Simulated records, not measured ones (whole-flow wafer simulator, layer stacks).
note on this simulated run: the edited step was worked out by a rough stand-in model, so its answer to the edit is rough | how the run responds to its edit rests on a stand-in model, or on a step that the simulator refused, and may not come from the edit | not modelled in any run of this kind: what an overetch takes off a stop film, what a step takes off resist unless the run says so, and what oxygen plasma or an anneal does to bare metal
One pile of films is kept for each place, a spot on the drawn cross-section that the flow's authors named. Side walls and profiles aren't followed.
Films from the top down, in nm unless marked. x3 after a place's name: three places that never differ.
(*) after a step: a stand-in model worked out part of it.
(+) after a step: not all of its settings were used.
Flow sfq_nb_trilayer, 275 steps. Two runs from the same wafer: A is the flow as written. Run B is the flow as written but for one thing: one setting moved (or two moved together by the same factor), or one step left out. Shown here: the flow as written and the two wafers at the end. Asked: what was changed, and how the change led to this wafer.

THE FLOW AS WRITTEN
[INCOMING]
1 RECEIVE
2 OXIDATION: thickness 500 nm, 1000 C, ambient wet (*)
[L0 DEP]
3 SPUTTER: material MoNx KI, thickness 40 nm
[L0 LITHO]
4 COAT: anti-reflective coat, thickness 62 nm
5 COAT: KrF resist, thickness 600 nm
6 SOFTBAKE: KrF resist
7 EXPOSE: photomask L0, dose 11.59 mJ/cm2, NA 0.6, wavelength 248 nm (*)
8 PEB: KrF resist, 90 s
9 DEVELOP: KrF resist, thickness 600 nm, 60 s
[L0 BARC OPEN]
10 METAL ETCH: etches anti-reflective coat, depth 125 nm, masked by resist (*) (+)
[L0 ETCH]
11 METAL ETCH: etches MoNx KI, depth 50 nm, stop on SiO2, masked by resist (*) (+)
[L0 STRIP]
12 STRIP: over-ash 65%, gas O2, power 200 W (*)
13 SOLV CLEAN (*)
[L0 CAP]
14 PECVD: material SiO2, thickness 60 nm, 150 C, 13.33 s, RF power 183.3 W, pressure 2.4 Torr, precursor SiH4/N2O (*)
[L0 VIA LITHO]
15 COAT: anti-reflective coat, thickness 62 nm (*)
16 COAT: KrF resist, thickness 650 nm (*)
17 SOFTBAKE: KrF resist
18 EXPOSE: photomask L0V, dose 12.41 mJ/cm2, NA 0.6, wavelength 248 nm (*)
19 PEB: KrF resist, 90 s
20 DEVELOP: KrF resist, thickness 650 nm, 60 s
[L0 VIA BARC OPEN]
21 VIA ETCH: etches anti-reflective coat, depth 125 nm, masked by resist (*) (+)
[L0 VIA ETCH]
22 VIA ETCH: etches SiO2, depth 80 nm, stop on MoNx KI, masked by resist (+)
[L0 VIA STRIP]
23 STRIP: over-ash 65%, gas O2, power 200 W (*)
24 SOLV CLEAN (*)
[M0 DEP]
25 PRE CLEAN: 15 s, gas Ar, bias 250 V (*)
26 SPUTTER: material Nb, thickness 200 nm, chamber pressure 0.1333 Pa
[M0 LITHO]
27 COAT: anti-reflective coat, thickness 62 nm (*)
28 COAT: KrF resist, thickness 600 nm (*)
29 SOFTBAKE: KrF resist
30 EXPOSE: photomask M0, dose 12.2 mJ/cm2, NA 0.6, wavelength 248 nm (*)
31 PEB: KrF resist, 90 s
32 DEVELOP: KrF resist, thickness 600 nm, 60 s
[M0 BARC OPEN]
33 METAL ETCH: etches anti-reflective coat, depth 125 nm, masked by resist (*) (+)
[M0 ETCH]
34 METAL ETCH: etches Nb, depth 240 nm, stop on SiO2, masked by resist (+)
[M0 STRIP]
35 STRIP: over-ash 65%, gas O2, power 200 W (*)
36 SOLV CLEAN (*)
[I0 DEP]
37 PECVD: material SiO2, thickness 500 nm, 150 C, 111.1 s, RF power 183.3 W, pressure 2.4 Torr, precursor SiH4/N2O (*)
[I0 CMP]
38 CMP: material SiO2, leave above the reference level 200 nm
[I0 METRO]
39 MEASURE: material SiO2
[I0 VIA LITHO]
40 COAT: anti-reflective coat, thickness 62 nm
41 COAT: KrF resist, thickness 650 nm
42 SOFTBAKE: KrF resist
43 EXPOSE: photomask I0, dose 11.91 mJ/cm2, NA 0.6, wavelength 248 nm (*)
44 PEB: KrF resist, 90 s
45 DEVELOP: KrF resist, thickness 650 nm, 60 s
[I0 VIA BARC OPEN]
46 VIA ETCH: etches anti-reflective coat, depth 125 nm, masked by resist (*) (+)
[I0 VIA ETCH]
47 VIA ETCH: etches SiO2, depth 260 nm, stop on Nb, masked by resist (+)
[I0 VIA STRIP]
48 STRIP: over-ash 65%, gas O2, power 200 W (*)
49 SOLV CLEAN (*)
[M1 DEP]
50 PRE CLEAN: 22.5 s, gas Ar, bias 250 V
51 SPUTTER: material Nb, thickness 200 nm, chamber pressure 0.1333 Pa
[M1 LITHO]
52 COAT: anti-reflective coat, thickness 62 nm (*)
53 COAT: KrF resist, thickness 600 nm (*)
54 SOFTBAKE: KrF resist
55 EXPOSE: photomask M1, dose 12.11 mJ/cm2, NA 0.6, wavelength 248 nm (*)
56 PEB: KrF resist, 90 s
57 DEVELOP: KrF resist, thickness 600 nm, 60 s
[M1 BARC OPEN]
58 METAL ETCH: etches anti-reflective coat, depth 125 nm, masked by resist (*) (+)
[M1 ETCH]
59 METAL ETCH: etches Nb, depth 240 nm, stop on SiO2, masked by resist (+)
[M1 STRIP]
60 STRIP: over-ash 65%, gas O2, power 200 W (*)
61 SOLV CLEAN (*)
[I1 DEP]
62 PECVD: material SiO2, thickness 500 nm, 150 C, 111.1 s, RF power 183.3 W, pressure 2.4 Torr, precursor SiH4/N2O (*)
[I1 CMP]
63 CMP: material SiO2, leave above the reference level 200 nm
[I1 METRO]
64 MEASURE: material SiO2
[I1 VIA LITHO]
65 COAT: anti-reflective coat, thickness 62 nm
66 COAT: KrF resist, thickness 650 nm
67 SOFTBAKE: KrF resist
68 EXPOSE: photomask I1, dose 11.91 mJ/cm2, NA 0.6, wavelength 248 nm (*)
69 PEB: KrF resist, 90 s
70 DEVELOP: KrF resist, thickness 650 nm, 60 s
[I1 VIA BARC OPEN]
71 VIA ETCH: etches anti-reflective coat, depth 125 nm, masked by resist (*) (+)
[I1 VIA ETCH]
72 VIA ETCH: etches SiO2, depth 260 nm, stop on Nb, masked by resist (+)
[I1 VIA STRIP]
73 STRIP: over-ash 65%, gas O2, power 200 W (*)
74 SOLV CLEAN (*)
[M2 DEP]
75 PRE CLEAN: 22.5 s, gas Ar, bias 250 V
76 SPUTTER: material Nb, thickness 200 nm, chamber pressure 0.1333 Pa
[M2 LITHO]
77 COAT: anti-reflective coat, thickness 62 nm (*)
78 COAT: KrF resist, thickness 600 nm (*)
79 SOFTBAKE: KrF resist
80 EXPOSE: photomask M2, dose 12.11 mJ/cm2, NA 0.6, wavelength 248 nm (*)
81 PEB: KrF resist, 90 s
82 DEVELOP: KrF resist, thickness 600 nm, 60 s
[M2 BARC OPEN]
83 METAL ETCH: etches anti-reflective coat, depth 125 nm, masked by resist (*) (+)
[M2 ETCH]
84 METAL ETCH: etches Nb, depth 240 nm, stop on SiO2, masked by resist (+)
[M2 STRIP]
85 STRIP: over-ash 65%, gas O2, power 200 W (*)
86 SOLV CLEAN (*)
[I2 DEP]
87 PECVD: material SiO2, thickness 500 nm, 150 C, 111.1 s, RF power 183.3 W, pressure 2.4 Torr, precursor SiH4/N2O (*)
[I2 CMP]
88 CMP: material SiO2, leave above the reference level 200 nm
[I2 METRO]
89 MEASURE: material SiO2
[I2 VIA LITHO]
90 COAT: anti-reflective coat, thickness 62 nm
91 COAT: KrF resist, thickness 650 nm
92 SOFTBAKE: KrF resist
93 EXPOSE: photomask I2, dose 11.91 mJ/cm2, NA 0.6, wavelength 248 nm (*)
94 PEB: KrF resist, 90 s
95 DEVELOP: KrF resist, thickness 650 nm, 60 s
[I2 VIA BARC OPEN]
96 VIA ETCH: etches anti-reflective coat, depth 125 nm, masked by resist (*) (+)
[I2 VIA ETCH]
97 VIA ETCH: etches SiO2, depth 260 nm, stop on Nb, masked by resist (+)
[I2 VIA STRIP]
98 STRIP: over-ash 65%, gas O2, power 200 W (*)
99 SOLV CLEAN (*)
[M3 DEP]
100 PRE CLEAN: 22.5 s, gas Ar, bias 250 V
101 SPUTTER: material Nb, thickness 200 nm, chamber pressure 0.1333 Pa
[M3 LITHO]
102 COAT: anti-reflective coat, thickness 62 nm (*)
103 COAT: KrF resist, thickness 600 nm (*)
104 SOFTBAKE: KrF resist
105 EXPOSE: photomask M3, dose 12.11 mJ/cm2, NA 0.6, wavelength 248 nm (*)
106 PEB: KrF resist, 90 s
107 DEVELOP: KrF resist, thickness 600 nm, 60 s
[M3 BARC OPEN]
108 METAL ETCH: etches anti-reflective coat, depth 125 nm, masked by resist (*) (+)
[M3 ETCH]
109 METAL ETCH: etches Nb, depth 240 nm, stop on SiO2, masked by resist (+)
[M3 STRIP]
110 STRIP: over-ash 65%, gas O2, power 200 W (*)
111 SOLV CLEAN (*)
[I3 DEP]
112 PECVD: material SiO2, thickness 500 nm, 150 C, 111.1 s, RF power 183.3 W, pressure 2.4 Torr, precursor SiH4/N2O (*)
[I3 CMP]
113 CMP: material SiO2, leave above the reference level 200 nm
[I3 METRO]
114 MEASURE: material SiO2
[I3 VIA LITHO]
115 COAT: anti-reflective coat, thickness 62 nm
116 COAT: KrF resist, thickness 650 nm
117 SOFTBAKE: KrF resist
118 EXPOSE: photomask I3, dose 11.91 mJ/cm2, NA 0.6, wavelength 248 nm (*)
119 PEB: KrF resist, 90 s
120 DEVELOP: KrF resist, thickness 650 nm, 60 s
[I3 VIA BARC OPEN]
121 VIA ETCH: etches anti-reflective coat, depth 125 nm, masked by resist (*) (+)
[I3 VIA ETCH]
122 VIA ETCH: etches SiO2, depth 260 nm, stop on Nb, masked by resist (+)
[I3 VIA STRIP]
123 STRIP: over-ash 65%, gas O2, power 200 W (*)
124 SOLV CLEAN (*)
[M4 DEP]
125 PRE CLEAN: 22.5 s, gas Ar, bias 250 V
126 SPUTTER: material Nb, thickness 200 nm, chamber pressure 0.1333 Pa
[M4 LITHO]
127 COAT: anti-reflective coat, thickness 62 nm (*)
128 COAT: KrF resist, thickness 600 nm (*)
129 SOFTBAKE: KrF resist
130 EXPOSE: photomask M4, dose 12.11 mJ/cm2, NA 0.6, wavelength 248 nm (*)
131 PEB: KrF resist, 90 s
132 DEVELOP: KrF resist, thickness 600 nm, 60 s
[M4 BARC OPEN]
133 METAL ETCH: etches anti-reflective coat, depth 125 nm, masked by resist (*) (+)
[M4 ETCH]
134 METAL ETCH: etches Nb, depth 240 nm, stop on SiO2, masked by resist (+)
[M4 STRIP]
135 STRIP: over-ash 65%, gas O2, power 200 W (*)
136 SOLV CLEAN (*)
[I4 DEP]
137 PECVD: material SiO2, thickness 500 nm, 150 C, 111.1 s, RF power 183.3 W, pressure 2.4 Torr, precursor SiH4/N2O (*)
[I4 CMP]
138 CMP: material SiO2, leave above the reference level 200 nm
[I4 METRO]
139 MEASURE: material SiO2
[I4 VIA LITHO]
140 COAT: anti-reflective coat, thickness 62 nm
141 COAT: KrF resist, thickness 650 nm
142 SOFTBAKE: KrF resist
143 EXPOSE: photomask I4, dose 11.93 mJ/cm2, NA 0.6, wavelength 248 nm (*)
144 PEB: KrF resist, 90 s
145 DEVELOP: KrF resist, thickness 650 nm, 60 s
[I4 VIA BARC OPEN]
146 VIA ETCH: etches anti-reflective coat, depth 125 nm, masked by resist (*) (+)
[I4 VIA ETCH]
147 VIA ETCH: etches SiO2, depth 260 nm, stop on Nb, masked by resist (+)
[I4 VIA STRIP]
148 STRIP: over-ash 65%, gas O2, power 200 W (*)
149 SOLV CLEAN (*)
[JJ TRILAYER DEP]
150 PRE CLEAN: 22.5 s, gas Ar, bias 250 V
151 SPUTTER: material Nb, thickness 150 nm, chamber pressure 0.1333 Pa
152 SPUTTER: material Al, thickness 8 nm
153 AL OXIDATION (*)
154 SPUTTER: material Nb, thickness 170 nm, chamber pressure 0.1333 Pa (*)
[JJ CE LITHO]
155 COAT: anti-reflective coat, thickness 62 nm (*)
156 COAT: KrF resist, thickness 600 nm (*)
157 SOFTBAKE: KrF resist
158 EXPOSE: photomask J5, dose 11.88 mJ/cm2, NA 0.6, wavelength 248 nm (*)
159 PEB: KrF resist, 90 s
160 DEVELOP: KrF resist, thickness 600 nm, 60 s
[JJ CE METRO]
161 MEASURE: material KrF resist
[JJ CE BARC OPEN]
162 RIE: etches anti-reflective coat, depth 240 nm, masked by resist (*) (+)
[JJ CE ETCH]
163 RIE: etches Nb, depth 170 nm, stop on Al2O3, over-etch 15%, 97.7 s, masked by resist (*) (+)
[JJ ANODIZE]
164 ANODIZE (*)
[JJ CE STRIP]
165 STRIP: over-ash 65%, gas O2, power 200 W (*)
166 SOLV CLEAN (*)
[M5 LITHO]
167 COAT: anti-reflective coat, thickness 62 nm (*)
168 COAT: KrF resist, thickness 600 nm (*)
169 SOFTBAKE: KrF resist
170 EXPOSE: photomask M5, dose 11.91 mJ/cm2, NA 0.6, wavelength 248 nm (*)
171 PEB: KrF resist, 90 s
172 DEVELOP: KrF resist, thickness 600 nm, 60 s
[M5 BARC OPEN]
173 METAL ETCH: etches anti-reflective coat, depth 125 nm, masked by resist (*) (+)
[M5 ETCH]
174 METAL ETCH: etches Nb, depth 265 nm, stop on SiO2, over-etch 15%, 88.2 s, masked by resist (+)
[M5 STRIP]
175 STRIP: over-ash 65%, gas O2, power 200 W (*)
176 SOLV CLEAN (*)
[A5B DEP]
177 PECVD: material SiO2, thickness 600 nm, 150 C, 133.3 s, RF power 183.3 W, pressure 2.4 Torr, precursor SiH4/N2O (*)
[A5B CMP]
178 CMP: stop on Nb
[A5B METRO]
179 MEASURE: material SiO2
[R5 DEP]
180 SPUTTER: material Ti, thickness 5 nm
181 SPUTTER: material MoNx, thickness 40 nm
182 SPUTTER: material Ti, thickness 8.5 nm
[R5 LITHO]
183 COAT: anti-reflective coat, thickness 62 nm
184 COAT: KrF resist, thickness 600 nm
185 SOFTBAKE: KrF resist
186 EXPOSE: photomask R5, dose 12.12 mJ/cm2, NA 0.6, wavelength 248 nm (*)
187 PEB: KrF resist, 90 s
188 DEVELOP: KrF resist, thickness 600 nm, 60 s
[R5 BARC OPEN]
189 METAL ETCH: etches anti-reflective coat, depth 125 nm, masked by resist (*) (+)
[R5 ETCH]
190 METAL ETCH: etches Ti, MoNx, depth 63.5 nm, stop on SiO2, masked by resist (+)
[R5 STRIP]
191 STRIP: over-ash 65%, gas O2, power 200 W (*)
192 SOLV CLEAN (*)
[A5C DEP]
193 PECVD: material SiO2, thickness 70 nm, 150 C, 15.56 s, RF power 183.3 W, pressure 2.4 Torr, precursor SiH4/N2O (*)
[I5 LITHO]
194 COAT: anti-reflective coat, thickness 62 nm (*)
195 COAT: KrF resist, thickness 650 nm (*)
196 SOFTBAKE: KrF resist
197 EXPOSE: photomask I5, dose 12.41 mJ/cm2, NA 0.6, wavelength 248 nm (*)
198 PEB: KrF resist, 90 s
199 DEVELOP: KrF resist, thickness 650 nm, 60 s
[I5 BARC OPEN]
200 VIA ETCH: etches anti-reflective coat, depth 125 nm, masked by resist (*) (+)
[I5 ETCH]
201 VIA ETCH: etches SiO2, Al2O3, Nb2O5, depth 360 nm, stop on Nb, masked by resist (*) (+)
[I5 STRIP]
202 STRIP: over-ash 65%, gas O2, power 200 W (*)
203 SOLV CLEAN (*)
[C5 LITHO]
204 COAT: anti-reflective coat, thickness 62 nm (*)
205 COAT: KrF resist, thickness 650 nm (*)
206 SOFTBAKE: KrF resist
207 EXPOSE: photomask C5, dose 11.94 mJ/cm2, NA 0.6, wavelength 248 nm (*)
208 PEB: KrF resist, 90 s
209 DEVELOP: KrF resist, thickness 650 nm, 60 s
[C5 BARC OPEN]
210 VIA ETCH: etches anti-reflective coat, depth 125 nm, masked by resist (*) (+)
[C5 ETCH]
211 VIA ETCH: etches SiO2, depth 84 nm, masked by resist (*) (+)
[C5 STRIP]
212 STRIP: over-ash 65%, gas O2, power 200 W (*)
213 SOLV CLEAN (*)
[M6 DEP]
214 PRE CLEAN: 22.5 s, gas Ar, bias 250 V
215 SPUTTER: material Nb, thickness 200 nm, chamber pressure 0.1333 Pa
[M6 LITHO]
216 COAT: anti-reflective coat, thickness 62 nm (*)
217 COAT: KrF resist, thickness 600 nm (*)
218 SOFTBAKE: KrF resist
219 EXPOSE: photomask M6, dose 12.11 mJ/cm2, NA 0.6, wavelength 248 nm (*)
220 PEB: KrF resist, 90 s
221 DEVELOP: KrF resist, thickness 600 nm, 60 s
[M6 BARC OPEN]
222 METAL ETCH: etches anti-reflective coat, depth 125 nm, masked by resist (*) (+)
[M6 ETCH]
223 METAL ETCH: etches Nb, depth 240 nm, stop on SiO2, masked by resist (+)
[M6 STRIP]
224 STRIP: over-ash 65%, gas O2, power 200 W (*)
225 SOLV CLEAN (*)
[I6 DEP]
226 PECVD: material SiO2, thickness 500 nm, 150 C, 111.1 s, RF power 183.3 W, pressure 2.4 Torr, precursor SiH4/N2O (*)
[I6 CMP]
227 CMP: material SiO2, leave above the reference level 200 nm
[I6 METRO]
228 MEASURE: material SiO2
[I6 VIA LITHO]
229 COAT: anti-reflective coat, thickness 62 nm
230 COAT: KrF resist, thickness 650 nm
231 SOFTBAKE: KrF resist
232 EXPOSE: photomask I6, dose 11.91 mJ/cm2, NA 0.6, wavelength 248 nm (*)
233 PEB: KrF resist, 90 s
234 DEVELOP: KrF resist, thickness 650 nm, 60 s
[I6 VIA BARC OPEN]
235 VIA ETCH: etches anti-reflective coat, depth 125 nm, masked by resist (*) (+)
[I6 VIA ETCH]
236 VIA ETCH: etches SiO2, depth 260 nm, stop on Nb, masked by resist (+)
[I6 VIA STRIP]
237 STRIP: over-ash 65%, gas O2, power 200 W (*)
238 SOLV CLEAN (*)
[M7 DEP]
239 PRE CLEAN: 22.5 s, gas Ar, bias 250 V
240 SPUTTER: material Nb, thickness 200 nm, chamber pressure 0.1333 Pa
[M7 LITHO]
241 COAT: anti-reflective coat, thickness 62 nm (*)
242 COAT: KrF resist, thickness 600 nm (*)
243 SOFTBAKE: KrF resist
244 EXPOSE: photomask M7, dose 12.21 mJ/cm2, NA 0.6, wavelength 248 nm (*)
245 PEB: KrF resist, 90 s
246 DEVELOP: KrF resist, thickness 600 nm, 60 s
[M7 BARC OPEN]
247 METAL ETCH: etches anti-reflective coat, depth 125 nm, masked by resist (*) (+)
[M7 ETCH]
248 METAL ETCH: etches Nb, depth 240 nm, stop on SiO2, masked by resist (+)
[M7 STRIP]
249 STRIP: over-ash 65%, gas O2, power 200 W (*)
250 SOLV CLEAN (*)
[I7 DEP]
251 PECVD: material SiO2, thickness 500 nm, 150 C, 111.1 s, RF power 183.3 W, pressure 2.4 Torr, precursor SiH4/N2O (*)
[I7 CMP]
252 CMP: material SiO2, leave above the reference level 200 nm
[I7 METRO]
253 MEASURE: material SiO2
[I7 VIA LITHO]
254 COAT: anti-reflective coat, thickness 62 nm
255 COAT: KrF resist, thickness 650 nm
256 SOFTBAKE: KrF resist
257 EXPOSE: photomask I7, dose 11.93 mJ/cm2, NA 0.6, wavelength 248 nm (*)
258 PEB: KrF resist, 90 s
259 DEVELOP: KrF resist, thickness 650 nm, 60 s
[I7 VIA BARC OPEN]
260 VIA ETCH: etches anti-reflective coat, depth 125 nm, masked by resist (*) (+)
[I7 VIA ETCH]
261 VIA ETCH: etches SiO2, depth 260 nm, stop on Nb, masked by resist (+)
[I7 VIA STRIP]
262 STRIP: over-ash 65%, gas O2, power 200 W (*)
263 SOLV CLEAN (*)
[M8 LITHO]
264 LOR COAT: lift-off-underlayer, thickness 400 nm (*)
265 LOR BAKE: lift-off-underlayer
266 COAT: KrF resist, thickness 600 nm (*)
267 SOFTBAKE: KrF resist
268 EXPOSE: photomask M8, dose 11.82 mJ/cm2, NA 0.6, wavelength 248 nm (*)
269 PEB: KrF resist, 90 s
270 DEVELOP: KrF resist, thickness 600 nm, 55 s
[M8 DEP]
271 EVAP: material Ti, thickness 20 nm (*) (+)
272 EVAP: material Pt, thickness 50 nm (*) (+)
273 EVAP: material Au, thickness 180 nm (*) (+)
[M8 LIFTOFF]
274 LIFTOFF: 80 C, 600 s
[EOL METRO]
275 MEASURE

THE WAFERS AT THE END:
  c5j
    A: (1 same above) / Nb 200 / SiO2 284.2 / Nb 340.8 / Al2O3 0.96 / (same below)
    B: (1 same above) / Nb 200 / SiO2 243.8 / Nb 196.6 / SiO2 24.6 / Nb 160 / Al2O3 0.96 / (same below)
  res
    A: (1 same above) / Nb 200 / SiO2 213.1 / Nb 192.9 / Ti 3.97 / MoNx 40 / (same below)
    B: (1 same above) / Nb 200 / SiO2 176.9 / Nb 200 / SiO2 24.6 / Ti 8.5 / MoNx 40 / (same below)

The cause: step 211, VIA ETCH: depth 37.8 nm was run, where the flow has depth 84 nm.

How the change led to this, step by step:
  211 VIA ETCH: etches SiO2, depth 84 nm, masked by resist (*) (+)
      c5j: A SiO2 -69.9 (all of it), Nb -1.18 | B SiO2 -37.8
      res: A SiO2 -69.9 (all of it) | B SiO2 -37.8
      (and at 104 more places)
  214 PRE CLEAN: 22.5 s, gas Ar, bias 250 V
      c5j: A Nb -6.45 | B SiO2 -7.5
      res: A Ti -4.53 | B SiO2 -7.5
  215 SPUTTER: material Nb, thickness 200 nm, chamber pressure 0.1333 Pa
      c5j: A Nb +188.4 | B Nb +196.6 (new film)
      res: A Nb +192.9 (new film) | B Nb +200 (new film)
  216 COAT: anti-reflective coat, thickness 62 nm (*)
      jj_sur: A anti-reflective coat +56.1 (new film) | B anti-reflective coat +57.3 (new film)
      ce_l: A anti-reflective coat +48 (new film) | B anti-reflective coat +56.2 (new film)
      (and at 6 more places)
  217 COAT: KrF resist, thickness 600 nm (*)
      c5j: A KrF resist +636 (new film) | B KrF resist +622.2 (new film)
      res: A KrF resist +605.2 (new film) | B KrF resist +589.8 (new film)
  224 STRIP: over-ash 65%, gas O2, power 200 W (*)
      jj_sur: A KrF resist -378.5 (all of it), anti-reflective coat -56.1 (all of it) | B KrF resist -379.9 (all of it), anti-reflective coat -57.3 (all of it)
      ce_l: A KrF resist -397.1 (all of it), anti-reflective coat -48 (all of it) | B KrF resist -392.1 (all of it), anti-reflective coat -56.2 (all of it)
      (and at 6 more places)
  226 PECVD: material SiO2, thickness 500 nm, 150 C, 111.1 s, RF power 183.3 W, pressure 2.4 Torr, precursor SiH4/N2O (*)
      c5j: A SiO2 +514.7 (new film) | B SiO2 +500 (new film)
  227 CMP: material SiO2, leave above the reference level 200 nm
      c5j: A SiO2 -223 | B SiO2 -248.7
      res: A SiO2 -279.4 | B SiO2 -315.6
Counting metal films that touch as one body, c5j has 5 bodies (between them, from the top down: SiO2 243.8; SiO2 24.6; Al2O3 0.96; SiO2 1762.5); the flow as written gives 4 bodies (between them, from the top down: SiO2 284.2; Al2O3 0.96; SiO2 1762.5).
Counting metal films that touch as one body, res has 4 bodies (between them, from the top down: SiO2 176.9; SiO2 24.6; SiO2 2090.9); the flow as written gives 3 bodies (between them, from the top down: SiO2 213.1; SiO2 2090.9).
